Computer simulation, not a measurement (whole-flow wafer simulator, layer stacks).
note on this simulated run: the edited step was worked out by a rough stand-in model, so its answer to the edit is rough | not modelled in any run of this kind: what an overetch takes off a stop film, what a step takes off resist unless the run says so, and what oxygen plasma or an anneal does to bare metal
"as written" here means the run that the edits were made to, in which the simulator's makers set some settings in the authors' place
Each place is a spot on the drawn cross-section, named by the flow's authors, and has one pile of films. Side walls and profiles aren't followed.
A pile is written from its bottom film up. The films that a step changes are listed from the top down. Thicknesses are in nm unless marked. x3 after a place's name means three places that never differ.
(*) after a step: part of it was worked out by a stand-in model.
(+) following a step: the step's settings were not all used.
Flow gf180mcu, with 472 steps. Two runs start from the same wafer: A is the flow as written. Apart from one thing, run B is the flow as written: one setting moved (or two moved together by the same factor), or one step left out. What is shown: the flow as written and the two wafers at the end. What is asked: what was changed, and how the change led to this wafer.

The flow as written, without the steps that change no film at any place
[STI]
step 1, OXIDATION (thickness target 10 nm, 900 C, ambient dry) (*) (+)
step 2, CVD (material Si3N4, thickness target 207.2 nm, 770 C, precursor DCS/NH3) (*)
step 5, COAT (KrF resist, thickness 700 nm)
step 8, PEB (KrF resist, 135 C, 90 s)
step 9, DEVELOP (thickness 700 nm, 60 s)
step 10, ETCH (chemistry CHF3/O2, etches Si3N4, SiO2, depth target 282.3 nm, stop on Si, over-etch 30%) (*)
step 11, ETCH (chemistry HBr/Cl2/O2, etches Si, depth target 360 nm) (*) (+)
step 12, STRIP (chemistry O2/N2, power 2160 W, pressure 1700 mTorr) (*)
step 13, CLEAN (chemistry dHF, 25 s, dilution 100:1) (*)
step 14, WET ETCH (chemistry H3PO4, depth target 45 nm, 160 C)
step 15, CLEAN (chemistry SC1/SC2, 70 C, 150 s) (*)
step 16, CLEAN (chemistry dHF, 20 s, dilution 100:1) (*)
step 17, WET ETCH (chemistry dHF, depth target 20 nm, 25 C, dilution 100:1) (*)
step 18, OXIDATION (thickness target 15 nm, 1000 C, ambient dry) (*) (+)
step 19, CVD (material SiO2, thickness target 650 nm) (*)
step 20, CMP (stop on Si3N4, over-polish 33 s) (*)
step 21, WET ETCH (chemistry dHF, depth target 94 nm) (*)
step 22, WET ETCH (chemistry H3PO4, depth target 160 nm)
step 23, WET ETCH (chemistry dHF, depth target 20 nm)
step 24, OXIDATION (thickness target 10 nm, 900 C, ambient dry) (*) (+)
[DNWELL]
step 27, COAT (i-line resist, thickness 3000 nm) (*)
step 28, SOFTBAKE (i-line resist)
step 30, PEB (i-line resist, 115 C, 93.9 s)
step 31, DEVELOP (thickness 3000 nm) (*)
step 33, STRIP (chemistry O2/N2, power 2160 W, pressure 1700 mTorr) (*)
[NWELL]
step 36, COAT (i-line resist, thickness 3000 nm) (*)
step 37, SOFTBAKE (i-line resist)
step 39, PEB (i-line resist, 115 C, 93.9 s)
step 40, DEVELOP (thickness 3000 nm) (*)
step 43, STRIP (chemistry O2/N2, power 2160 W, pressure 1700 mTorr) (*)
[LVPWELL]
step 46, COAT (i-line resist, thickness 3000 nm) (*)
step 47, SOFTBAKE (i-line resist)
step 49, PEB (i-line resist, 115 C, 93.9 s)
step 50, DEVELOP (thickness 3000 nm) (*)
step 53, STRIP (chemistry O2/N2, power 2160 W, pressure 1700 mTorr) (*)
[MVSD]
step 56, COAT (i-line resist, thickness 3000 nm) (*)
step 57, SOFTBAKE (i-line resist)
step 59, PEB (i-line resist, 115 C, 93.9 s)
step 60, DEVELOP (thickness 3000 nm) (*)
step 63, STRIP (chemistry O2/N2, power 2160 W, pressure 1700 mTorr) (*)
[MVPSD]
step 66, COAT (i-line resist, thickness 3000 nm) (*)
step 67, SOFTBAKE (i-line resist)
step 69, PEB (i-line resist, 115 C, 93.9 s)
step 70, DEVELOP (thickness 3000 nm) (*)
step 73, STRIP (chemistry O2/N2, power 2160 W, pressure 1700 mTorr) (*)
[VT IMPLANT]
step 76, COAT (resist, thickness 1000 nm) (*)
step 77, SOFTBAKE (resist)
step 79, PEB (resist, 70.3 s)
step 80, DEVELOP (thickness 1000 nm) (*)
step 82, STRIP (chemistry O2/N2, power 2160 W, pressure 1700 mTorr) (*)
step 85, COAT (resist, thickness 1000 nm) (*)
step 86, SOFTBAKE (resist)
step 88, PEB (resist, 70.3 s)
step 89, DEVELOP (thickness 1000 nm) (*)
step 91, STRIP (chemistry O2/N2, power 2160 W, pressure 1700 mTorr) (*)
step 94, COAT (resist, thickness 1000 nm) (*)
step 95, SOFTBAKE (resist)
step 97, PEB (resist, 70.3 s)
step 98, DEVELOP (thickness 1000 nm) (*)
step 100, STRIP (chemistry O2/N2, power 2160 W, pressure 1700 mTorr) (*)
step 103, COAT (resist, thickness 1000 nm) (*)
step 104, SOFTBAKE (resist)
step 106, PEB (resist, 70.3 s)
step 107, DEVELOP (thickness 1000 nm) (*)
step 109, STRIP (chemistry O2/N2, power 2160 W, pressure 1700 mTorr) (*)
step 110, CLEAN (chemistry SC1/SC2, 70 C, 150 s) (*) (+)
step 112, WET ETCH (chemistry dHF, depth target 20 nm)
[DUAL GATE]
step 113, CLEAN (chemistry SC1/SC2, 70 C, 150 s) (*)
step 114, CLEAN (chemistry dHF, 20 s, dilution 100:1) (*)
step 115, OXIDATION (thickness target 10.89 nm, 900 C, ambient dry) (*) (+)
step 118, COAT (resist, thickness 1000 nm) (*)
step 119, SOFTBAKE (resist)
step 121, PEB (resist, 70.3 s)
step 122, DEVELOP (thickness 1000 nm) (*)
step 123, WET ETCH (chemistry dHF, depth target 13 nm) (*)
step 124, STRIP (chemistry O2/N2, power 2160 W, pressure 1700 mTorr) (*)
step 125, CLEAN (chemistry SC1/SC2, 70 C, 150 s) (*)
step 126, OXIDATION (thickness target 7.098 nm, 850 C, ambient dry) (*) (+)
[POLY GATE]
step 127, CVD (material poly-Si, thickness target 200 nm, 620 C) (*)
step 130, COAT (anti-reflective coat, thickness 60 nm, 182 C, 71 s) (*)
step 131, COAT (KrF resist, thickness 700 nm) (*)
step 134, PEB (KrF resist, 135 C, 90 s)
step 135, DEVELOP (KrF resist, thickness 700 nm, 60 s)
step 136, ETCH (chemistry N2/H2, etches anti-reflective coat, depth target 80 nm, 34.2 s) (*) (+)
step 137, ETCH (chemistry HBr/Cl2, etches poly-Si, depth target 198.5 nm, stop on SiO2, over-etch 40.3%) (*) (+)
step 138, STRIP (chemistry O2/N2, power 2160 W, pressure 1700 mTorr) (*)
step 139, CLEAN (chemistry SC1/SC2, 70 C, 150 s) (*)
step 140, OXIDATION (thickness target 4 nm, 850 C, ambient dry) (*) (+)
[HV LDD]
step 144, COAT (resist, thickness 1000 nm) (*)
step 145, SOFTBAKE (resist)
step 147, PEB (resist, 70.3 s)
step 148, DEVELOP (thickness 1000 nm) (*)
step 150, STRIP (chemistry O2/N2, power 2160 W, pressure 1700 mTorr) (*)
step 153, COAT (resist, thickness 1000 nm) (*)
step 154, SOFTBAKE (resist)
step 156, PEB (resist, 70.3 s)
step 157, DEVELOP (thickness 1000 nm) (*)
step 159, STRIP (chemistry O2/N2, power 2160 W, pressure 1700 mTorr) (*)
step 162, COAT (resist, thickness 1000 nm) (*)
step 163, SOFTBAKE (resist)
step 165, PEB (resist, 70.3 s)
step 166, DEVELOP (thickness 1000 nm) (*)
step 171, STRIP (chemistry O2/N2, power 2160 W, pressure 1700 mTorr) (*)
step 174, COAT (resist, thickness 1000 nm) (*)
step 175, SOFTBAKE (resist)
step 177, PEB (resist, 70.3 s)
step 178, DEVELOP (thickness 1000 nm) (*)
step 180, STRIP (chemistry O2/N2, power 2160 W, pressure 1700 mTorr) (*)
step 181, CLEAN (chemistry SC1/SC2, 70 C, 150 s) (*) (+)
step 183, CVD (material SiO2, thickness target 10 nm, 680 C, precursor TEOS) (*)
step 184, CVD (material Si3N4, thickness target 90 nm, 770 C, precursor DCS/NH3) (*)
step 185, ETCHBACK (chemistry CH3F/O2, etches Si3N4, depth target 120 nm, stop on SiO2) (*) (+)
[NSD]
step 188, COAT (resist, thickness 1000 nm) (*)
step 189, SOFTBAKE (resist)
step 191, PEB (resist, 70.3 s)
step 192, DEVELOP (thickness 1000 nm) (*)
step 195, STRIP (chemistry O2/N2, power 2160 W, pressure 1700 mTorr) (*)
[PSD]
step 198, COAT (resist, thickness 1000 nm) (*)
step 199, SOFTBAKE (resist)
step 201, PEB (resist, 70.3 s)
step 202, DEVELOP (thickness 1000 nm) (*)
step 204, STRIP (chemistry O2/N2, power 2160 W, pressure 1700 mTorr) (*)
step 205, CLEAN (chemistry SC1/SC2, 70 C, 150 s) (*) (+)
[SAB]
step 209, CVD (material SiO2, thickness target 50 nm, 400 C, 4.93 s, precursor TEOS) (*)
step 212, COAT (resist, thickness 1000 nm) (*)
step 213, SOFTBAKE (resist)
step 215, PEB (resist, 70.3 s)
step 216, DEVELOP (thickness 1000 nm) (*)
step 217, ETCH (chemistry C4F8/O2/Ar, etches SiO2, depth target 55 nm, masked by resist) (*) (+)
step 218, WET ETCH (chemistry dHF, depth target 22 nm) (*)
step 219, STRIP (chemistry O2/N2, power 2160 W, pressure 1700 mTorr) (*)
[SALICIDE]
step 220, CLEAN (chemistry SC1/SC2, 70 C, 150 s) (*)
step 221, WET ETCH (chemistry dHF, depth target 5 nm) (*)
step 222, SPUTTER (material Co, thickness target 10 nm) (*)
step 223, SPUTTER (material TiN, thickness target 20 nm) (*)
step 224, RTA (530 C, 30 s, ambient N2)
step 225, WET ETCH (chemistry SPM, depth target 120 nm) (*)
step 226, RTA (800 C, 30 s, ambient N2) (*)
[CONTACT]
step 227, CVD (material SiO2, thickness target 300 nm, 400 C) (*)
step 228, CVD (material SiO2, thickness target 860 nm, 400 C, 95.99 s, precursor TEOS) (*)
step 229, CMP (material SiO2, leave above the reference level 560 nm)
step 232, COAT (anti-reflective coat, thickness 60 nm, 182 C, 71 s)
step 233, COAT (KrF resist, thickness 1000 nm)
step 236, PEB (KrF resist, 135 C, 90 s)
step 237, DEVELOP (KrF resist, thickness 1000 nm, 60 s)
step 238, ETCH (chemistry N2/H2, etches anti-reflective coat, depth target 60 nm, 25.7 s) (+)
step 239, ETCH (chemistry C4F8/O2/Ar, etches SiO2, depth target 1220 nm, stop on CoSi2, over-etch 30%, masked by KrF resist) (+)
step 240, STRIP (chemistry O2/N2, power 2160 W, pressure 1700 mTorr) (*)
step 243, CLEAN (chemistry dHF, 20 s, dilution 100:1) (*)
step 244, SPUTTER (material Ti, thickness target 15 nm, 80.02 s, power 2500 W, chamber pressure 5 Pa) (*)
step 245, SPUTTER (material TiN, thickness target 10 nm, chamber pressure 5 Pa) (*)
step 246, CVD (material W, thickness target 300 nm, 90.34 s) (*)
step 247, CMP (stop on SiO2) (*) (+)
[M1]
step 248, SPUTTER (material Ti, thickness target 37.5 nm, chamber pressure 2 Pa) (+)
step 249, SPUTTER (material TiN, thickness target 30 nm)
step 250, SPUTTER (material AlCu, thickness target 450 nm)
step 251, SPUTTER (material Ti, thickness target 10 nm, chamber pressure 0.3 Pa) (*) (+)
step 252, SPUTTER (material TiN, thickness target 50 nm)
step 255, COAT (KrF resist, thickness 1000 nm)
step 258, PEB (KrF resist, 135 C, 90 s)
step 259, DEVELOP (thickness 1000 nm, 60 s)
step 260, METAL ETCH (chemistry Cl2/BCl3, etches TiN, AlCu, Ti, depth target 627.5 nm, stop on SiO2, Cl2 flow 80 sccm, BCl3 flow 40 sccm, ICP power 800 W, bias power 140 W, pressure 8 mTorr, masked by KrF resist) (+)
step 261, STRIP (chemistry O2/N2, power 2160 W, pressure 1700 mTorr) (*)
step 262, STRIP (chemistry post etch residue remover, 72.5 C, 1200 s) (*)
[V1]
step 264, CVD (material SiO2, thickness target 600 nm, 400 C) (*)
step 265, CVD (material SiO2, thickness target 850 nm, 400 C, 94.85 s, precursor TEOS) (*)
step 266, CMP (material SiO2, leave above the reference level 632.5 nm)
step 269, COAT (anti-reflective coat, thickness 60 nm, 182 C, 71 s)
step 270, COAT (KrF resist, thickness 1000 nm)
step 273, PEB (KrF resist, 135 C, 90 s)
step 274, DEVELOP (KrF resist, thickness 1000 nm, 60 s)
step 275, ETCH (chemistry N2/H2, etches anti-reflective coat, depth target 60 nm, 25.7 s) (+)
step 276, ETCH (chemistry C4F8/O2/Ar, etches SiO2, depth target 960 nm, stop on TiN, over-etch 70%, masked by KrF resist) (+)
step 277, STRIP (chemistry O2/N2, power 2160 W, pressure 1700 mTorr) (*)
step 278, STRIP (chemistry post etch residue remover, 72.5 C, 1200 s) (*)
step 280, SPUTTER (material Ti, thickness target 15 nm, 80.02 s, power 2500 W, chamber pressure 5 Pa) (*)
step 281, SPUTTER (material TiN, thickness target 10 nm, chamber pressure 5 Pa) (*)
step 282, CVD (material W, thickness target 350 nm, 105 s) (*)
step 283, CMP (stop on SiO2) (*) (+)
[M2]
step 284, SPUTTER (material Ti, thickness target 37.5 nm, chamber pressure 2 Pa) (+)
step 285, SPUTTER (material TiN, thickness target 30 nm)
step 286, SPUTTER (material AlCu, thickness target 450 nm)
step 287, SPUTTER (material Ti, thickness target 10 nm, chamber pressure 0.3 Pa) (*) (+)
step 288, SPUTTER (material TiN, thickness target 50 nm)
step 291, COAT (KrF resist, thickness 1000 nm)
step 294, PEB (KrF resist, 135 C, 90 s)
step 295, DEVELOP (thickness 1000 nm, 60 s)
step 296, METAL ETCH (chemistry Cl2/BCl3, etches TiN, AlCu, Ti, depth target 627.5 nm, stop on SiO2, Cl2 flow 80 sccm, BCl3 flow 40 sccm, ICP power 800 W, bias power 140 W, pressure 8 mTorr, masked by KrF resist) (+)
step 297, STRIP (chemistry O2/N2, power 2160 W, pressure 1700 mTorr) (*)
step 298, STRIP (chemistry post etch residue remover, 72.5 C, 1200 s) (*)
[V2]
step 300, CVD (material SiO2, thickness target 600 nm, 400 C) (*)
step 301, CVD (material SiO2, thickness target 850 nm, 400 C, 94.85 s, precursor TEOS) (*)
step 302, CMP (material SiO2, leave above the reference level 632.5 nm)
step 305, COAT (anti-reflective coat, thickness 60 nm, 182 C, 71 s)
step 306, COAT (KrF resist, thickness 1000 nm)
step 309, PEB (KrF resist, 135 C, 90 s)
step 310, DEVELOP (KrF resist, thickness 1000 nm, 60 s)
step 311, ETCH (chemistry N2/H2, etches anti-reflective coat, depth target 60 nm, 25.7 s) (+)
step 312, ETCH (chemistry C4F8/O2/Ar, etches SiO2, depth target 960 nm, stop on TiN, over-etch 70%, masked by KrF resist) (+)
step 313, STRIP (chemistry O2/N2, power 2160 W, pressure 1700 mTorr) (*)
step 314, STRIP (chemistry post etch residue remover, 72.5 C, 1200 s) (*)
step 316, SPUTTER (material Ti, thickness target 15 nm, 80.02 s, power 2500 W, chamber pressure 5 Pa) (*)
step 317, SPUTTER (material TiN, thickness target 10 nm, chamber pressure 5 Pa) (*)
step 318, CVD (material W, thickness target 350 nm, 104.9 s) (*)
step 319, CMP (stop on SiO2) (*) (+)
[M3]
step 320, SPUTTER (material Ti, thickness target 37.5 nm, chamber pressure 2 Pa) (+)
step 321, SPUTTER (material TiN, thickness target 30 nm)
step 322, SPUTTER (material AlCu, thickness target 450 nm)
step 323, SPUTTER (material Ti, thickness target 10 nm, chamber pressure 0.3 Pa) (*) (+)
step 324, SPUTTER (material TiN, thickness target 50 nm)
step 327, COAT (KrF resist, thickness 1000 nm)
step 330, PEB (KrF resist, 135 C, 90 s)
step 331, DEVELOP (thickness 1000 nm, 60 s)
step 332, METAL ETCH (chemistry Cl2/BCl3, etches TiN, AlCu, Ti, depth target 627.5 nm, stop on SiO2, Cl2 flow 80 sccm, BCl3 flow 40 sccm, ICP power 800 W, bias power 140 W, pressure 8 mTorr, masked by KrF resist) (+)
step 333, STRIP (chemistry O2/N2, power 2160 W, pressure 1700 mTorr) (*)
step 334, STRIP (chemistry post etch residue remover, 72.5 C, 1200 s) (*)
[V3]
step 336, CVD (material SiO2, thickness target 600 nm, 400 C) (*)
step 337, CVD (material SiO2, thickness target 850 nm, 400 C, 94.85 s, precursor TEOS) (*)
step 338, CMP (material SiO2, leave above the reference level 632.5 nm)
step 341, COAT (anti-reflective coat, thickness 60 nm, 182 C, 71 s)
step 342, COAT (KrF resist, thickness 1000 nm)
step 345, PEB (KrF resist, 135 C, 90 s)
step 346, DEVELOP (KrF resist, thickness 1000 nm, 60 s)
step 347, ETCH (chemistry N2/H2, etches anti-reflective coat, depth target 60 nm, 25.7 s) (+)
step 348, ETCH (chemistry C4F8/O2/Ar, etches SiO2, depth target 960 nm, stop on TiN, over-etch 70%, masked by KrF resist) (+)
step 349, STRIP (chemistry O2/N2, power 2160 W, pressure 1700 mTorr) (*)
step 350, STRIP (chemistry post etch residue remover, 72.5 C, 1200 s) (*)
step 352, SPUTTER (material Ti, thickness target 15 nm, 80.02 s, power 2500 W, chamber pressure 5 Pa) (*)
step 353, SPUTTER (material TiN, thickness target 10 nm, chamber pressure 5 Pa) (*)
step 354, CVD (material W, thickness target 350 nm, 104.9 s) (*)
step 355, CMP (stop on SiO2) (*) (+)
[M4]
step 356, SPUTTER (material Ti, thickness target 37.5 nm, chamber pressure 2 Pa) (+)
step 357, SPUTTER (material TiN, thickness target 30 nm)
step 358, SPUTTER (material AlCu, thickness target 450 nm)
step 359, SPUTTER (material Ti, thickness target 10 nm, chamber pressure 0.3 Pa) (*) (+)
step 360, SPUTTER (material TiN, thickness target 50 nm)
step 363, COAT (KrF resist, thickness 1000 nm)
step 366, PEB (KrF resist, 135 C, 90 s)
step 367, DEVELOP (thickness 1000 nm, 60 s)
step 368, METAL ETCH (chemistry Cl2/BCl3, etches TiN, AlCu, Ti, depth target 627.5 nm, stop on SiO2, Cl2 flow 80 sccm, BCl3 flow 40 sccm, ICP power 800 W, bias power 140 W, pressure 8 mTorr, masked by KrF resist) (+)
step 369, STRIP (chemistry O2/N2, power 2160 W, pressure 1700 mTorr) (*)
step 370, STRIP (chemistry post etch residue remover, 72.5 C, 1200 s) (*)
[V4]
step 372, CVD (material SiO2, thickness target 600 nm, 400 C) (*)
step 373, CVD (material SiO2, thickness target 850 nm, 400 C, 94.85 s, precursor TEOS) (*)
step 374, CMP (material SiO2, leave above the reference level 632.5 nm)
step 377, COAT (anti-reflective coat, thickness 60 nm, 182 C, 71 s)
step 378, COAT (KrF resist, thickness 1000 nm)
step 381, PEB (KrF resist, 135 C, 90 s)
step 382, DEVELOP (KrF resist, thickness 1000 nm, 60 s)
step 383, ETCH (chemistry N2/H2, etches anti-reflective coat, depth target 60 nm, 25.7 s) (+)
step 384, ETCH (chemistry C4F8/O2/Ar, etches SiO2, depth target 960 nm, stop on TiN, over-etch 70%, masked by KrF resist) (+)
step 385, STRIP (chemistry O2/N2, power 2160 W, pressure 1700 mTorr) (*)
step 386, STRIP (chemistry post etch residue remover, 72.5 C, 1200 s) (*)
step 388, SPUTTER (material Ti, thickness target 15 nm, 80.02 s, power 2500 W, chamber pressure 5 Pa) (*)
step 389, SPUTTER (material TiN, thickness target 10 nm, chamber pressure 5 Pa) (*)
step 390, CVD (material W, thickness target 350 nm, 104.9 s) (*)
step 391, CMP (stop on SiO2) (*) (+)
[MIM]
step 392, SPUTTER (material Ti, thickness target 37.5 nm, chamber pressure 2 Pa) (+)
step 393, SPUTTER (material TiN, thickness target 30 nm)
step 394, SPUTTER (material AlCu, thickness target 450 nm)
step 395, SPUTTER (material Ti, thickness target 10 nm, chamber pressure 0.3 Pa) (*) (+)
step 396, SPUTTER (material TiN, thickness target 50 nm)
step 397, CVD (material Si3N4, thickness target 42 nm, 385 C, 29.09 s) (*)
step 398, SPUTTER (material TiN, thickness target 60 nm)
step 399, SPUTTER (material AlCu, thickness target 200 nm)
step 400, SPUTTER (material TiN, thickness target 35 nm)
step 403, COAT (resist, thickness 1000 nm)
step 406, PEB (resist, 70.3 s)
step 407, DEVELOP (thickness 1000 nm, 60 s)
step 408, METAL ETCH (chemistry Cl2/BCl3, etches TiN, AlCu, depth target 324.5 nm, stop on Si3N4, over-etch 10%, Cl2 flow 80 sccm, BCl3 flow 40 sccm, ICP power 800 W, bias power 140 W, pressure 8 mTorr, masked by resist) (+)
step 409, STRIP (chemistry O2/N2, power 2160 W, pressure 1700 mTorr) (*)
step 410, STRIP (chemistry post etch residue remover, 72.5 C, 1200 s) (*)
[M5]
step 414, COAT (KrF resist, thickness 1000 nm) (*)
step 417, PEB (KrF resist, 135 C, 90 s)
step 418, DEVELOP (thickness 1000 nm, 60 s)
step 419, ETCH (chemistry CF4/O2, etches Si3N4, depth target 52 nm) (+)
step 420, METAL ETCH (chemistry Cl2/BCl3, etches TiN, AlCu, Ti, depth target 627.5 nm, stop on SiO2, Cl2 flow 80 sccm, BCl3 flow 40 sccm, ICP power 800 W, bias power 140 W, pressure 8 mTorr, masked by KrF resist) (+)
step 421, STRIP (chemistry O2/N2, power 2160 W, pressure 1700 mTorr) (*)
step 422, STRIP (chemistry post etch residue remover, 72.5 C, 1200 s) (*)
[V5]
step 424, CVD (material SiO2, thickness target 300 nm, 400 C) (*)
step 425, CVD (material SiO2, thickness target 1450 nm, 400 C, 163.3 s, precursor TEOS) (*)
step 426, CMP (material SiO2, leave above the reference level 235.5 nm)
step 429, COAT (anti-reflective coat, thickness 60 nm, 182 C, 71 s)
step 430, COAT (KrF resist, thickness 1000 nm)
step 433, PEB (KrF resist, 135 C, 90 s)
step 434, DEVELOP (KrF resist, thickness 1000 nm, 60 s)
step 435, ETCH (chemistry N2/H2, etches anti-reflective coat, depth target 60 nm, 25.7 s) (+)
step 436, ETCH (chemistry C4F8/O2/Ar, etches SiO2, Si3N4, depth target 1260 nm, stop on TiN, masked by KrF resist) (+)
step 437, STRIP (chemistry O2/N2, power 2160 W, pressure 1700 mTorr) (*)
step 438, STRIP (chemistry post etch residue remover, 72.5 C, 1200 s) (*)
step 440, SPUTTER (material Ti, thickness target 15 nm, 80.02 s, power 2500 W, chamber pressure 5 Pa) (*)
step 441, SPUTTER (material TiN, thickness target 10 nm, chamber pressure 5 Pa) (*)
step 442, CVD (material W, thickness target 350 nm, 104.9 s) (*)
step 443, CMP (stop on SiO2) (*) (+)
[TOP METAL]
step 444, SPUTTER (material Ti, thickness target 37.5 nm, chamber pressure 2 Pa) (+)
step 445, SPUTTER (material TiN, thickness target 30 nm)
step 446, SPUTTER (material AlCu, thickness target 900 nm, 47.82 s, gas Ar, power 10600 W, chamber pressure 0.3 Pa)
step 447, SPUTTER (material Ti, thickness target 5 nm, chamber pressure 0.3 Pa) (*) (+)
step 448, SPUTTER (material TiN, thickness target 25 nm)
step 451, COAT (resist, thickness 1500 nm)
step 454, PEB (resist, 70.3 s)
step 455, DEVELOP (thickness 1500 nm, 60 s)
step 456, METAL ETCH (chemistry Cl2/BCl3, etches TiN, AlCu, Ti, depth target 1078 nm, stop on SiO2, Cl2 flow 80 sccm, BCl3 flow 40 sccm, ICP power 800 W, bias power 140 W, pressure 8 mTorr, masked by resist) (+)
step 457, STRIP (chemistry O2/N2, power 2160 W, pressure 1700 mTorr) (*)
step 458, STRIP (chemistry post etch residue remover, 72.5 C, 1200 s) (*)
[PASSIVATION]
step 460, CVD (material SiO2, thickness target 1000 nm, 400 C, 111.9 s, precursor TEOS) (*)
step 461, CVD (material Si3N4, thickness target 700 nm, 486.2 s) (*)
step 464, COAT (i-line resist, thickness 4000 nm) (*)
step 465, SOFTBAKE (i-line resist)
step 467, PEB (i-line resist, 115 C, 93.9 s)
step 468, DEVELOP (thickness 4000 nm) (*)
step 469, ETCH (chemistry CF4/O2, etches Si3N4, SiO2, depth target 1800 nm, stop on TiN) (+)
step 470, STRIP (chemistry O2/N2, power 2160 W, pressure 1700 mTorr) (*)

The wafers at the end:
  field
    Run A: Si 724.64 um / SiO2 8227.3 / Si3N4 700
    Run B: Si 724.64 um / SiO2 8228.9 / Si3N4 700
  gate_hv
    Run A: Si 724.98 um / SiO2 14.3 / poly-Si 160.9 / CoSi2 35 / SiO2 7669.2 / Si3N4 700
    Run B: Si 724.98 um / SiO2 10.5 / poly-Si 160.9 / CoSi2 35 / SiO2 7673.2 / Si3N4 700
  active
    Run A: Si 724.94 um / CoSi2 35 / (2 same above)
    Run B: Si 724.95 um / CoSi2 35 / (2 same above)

The reason: step 115, OXIDATION: thickness target 6.532 nm was run, though the flow has thickness target 10.89 nm.

The path from the change to this, step by step:
  step 115, OXIDATION (thickness target 10.89 nm, 900 C, ambient dry) (*) (+)
      active, n_well, p_well and 40 more: A SiO2 gains 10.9 (new film), Si loses 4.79 | B SiO2 gains 6.53 (new film), Si loses 2.87
      sti, mim_1p0, pad and 21 more: A SiO2 gains 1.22, Si loses 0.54 | B SiO2 gains 0.52, Si loses 0.23
      (as well as at 25 more places)
  step 123, WET ETCH (chemistry dHF, depth target 13 nm) (*)
      active, n_well, p_well and 12 more: A SiO2 loses 10.9 (all of it) | B SiO2 loses 6.53 (all of it)
  step 126, OXIDATION (thickness target 7.098 nm, 850 C, ambient dry) (*) (+)
      gate_hv, active_hv, active_nat and 25 more: A SiO2 gains 3.72, Si loses 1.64 | B SiO2 gains 4.29, Si loses 1.89
  step 130, COAT (anti-reflective coat, thickness 60 nm, 182 C, 71 s) (*)
      p_well, spacer, sd_n: A anti-reflective coat gains 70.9 (new film) | B anti-reflective coat gains 68.6 (new film)
      gate: A anti-reflective coat gains 65.5 (new film) | B anti-reflective coat gains 64.1 (new film)
      (as well as at 5 more places)
  step 136, ETCH (chemistry N2/H2, etches anti-reflective coat, depth target 80 nm, 34.2 s) (*) (+)
      p_well, spacer, sd_n: A anti-reflective coat loses 70.9 (all of it), poly-Si loses 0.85 | B anti-reflective coat loses 68.6 (all of it), poly-Si loses 0.91
      contact: A anti-reflective coat loses 67.5 (all of it), poly-Si loses 0.94 | B anti-reflective coat loses 65.4 (all of it), poly-Si loses 0.99
      (as well as at 3 more places)
  step 138, STRIP (chemistry O2/N2, power 2160 W, pressure 1700 mTorr) (*)
      gate: A chemical SiO2 gains 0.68 (new film), KrF resist loses 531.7 (all of it), anti-reflective coat loses 65.5 (all of it), poly-Si loses 0.3 | B chemical SiO2 gains 0.68 (new film), KrF resist loses 530.8 (all of it), anti-reflective coat loses 64.1 (all of it), poly-Si loses 0.3
      ld_fp_p: A chemical SiO2 gains 0.68 (new film), KrF resist loses 526.2 (all of it), anti-reflective coat loses 47.8 (all of it), poly-Si loses 0.3 | B chemical SiO2 gains 0.68 (new film), KrF resist loses 526.4 (all of it), anti-reflective coat loses 46.8 (all of it), poly-Si loses 0.3
  step 145, SOFTBAKE (resist)
      active_nat: A resist gains 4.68 | B resist gains 8.9
  step 154, SOFTBAKE (resist)
      active_nat: A resist gains 4.68 | B resist gains 8.9
  step 163, SOFTBAKE (resist)
      active_nat: A resist gains 4.68 | B resist gains 8.9
  step 175, SOFTBAKE (resist)
      active_nat: A resist gains 4.68 | B resist gains 8.9
  step 189, SOFTBAKE (resist)
      active_hv: A resist gains 2.68 | B resist loses 0.39
      nw_enc_fld_lv__w3: A resist gains 2.11 | B resist loses 1.7
  step 199, SOFTBAKE (resist)
      active_hv: A resist gains 2.68 | B resist loses 0.39
      nw_enc_fld_lv__w3: A resist gains 2.11 | B resist loses 1.7
  step 218, WET ETCH (chemistry dHF, depth target 22 nm) (*)
      ldn_tap, ldn_src, ldn_drn, ldp_tap, ldp_src, ldp_drn, ldp_gr: A SiO2 loses 16 (all of it) | B SiO2 loses 12.3 (all of it)
      ld_drn_n, ld_sd_p: A SiO2 loses 14.8 (all of it) | B SiO2 loses 11.1 (all of it)
      (as well as at 5 more places)
  step 223, SPUTTER (material TiN, thickness target 20 nm) (*)
      field__w12: A TiN gains 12 (new film) | B TiN gains 12.6 (new film)
  step 225, WET ETCH (chemistry SPM, depth target 120 nm) (*)
      field__w12: A TiN loses 12 (all of it), Co loses 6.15 (all of it) | B TiN loses 12.6 (all of it), Co loses 6.15 (all of it)
